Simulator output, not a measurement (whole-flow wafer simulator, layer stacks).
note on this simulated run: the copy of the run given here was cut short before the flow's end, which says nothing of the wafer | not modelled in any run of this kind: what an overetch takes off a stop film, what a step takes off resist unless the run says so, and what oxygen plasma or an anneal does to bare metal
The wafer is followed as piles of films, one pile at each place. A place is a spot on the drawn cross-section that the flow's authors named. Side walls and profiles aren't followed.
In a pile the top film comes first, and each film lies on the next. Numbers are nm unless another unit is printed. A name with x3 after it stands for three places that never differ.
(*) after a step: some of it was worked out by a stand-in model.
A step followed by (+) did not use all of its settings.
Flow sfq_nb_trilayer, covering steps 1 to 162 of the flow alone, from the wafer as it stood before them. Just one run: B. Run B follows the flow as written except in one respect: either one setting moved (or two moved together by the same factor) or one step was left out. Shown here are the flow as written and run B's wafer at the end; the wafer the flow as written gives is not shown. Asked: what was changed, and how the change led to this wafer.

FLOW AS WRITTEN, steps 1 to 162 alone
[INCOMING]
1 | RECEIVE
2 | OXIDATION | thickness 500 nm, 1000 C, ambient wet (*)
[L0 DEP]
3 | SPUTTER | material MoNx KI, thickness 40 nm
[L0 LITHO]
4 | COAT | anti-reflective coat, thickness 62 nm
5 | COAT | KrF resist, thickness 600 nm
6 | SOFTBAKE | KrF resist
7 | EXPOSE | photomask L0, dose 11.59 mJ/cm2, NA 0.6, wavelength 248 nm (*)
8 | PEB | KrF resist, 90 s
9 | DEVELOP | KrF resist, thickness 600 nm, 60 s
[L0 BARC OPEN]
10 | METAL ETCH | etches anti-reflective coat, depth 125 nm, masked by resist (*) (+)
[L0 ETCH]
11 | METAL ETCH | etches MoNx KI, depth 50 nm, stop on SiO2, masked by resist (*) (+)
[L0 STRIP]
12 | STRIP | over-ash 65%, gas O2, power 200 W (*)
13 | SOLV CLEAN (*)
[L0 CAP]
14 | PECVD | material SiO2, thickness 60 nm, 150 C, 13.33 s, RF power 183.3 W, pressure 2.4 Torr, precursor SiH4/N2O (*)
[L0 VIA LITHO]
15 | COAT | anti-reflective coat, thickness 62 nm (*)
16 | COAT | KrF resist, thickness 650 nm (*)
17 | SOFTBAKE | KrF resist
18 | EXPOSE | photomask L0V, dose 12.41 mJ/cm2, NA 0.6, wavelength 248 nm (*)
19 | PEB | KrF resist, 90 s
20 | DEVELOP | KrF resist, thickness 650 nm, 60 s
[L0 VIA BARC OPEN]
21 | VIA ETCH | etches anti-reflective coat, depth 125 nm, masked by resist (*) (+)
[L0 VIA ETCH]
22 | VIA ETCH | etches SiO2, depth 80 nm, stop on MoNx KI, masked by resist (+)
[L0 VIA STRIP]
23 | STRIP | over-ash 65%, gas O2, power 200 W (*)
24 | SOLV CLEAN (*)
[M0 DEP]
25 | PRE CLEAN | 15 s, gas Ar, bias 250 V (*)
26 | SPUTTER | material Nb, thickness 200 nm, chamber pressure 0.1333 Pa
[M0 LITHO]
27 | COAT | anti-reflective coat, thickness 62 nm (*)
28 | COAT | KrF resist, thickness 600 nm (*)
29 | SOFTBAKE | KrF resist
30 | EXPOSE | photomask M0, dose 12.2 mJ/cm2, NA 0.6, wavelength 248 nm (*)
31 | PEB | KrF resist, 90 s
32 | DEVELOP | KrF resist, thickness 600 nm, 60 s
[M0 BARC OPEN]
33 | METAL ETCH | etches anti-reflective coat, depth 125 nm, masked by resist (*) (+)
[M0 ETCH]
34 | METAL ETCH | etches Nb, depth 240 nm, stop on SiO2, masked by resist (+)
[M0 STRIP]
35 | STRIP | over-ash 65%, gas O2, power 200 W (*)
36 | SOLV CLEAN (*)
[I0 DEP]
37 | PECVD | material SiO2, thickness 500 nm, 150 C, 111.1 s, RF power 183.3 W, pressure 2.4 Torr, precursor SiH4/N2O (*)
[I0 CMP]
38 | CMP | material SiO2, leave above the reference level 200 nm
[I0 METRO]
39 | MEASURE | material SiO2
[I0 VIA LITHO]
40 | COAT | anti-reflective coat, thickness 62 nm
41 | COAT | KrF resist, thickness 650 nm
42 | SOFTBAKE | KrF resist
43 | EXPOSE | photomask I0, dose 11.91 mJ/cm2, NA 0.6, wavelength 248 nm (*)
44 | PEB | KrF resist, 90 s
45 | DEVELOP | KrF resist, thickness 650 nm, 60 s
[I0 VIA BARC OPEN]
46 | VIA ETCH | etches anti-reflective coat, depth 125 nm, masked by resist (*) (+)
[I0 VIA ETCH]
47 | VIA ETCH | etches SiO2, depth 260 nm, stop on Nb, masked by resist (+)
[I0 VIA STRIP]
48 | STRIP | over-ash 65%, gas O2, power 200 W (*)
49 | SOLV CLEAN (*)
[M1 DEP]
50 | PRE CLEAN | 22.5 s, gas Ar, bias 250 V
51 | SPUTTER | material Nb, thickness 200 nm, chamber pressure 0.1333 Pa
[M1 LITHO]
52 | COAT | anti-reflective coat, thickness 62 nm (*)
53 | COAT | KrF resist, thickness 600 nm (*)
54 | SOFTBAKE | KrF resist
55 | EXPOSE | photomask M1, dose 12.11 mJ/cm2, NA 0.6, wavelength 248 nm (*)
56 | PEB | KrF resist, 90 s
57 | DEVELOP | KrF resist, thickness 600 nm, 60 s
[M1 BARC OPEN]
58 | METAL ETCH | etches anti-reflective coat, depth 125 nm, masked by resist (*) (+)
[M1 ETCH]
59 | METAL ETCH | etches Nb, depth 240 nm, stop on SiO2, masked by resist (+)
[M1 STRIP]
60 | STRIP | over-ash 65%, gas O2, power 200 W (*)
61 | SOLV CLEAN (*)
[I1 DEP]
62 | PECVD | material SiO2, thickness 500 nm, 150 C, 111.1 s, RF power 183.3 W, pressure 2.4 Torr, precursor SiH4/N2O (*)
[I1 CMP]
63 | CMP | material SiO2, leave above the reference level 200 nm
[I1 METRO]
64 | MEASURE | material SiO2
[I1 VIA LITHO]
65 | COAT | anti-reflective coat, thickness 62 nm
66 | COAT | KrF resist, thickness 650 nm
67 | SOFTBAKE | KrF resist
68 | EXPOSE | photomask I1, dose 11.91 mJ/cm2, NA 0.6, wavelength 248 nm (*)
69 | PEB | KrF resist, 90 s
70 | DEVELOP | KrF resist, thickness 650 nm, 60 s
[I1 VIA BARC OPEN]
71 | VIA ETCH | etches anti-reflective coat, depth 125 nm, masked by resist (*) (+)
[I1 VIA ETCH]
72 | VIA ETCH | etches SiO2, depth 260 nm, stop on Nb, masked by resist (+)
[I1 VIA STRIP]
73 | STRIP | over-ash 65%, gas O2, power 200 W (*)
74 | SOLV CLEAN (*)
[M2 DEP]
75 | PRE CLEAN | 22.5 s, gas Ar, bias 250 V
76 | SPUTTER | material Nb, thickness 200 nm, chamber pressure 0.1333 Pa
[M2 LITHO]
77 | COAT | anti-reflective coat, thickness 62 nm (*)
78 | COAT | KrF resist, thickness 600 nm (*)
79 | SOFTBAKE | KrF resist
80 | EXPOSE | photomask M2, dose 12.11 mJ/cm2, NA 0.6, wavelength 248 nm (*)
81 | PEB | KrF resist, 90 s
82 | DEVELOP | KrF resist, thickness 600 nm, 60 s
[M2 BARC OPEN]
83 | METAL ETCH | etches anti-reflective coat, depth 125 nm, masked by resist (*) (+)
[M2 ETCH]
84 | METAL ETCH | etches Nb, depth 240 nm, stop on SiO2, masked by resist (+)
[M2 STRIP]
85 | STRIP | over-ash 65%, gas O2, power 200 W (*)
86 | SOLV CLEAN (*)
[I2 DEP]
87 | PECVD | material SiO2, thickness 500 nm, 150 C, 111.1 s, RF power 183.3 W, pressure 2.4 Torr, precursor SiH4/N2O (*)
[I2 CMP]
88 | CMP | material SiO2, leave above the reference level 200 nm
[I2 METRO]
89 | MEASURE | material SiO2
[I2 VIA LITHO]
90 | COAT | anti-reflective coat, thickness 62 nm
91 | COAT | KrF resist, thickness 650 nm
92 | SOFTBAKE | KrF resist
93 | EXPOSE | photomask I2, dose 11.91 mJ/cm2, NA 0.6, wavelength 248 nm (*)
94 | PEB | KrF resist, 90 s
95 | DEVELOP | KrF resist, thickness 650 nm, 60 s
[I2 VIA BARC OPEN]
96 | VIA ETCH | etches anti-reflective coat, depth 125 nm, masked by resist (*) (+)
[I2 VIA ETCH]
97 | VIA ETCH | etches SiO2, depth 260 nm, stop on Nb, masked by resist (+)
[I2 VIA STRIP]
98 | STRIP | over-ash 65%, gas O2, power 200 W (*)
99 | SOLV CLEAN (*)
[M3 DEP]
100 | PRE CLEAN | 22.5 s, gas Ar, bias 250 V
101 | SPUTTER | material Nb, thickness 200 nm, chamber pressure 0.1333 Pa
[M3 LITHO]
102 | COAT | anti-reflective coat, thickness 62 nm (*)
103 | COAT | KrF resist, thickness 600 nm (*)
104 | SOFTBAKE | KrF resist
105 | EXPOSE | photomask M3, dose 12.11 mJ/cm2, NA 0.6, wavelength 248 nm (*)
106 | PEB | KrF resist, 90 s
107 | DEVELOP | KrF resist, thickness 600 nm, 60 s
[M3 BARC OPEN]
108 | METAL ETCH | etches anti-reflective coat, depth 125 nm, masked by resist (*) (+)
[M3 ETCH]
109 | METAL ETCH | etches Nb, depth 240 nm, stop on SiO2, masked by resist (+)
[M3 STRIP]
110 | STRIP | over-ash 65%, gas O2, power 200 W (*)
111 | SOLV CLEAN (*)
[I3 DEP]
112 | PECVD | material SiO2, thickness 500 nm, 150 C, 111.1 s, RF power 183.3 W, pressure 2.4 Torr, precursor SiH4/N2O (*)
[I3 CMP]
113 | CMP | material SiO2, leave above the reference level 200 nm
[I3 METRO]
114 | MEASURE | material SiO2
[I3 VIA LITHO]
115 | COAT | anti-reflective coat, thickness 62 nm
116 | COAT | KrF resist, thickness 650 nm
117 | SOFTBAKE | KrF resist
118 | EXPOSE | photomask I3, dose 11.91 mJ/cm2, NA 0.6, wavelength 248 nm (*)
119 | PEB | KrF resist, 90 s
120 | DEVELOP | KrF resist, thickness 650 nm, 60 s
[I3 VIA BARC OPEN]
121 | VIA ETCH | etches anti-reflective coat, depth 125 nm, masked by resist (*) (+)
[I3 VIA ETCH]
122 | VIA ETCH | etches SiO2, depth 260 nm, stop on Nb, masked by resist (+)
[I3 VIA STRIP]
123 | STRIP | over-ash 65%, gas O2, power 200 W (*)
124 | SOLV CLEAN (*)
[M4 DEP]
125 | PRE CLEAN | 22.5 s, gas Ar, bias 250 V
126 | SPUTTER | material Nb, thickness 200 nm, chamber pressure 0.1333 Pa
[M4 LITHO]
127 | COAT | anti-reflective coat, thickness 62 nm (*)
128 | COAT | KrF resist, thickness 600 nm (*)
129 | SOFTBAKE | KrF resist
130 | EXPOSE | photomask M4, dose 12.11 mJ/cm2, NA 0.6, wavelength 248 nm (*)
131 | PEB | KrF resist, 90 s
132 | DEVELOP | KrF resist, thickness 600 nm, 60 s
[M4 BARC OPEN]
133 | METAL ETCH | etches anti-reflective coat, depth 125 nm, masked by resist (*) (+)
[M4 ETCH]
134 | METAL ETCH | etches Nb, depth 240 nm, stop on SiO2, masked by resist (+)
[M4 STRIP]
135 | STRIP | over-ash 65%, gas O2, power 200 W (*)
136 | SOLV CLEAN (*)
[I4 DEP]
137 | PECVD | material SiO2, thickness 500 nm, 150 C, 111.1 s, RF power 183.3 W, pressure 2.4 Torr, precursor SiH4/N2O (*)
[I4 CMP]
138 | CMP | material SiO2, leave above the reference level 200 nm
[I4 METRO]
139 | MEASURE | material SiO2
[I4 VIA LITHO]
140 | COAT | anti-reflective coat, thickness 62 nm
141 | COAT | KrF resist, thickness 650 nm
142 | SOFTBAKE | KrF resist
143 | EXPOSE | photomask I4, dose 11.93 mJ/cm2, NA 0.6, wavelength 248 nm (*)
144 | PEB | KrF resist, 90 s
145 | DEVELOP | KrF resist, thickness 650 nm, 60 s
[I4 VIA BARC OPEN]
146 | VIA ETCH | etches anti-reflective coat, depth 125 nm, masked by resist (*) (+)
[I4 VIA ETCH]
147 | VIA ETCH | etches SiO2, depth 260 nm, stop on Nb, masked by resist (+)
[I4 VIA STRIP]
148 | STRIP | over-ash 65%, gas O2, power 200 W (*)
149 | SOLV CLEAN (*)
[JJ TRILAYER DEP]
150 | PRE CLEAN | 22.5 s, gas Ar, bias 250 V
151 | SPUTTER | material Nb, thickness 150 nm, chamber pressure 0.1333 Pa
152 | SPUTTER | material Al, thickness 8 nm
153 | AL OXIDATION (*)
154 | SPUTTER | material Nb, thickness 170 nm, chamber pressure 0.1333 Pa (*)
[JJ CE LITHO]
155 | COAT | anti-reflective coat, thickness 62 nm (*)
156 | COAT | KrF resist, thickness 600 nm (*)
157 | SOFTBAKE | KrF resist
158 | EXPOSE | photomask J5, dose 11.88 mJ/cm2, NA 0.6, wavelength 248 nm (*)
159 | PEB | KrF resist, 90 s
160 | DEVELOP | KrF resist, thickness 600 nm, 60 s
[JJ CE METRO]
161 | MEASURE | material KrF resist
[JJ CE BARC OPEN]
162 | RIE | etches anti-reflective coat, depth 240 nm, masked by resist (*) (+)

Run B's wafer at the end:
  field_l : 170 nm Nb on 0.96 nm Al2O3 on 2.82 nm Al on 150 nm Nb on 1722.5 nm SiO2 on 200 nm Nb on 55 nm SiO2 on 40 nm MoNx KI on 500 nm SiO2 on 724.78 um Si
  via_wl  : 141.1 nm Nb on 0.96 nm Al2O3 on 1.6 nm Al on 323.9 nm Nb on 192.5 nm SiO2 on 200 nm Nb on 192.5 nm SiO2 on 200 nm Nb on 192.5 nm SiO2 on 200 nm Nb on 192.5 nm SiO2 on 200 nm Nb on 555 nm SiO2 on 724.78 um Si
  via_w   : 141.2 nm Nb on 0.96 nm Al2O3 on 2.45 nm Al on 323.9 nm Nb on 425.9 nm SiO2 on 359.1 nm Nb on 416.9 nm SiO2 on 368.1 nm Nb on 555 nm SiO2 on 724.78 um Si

Cause: step 152, SPUTTER: thickness 3.4 nm was run, though the flow has thickness 8 nm.

How this came from the change, step by step:
  152 | SPUTTER | material Al, thickness 8 nm
      field_l, v_sur, via_sp and 100 more: +3.4 Al (new film) (in the flow as written it would be: +8 Al (new film))
      via_wl, via_wr: +2.18 Al (new film) (in the flow as written it would be: +5.14 Al (new film))
      (as well as at 1 more place)
  155 | COAT | anti-reflective coat, thickness 62 nm (*)
      via_wl, via_wr: +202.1 anti-reflective coat (new film) (in the flow as written it would be: +209.4 anti-reflective coat (new film))
      via_w: +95 anti-reflective coat (new film) (in the flow as written it would be: +97.4 anti-reflective coat (new film))
  162 | RIE | etches anti-reflective coat, depth 240 nm, masked by resist (*) (+)
      ce_l, c5j, ce_r, wl_jj: -202.1 KrF resist (in the flow as written it would be: -209.4 KrF resist)
      via_wl, via_wr: -202.1 anti-reflective coat (all of it) (in the flow as written it would be: -209.4 anti-reflective coat (all of it))
      (as well as at 1 more place)
